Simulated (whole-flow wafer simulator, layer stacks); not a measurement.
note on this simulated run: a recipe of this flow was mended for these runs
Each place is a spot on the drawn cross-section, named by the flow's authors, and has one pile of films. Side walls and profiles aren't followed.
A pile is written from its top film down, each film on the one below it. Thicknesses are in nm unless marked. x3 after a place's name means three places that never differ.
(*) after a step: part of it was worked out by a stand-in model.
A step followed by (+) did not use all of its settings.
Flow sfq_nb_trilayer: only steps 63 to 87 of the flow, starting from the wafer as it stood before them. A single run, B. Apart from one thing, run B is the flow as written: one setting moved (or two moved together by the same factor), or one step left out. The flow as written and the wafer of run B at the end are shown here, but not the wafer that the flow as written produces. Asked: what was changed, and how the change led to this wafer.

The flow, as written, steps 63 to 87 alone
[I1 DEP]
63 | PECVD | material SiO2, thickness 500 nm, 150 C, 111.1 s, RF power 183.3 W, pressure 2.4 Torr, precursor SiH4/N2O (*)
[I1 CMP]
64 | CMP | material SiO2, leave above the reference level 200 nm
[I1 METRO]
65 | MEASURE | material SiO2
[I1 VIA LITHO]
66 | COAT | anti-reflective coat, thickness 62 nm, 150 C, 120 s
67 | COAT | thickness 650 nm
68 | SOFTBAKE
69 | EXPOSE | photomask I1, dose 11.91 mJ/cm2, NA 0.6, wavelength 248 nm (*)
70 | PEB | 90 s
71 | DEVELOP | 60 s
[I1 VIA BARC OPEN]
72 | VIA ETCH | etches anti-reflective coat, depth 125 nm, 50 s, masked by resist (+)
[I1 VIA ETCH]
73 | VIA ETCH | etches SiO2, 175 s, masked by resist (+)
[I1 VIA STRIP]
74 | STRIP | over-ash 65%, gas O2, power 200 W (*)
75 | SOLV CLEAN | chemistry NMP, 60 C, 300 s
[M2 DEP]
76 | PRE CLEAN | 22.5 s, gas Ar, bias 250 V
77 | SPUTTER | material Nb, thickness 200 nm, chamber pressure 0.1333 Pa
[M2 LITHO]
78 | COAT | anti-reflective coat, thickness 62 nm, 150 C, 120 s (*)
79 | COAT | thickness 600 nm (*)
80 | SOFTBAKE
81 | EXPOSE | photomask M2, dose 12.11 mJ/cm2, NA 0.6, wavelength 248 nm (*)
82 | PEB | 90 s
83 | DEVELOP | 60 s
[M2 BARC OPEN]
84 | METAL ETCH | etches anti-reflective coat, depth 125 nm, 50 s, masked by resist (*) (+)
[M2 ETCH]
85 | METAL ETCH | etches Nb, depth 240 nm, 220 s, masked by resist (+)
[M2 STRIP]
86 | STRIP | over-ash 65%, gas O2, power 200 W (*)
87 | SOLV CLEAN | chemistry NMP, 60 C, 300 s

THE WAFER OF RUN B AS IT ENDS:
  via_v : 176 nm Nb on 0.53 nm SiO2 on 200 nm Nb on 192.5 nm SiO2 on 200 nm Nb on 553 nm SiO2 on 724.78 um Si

What caused this: step 73, VIA ETCH: 129 s was run, whereas the flow has 175 s.

How this came from the change, step by step:
  73 | VIA ETCH | etches SiO2, 175 s, masked by resist (+)
      via_v: -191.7 SiO2 (in the flow as written it would be: -199.7 SiO2 (all of it), -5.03 Nb)
      field_l, v_sur, via_wl and 102 more: -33 KrF-resist-other-grade (in the flow as written it would be: -44.8 KrF-resist-other-grade)
  74 | STRIP | over-ash 65%, gas O2, power 200 W (*)
      field_l, v_sur, via_wl and 102 more: -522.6 KrF-resist-other-grade (all of it), -62 anti-reflective coat (all of it) (in the flow as written it would be: -510.8 KrF-resist-other-grade (all of it), -62 anti-reflective coat (all of it))
  76 | PRE CLEAN | 22.5 s, gas Ar, bias 250 V
      via_v: -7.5 SiO2 (in the flow as written it would be: -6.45 Nb)
  77 | SPUTTER | material Nb, thickness 200 nm, chamber pressure 0.1333 Pa
      via_v: +176 Nb (new film) (in the flow as written it would be: +172.8 Nb)
  86 | STRIP | over-ash 65%, gas O2, power 200 W (*)
      via_v: -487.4 KrF-resist-other-grade (all of it), -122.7 anti-reflective coat (all of it) (in the flow as written it would be: -498 KrF-resist-other-grade (all of it), -125.2 anti-reflective coat (all of it))
If metal films that touch count as one body, via_v has 3 bodies (between them, from the top down: SiO2 0.53; SiO2 192.5); the flow as written gives 2 bodies (between them, from the top down: SiO2 192.5).
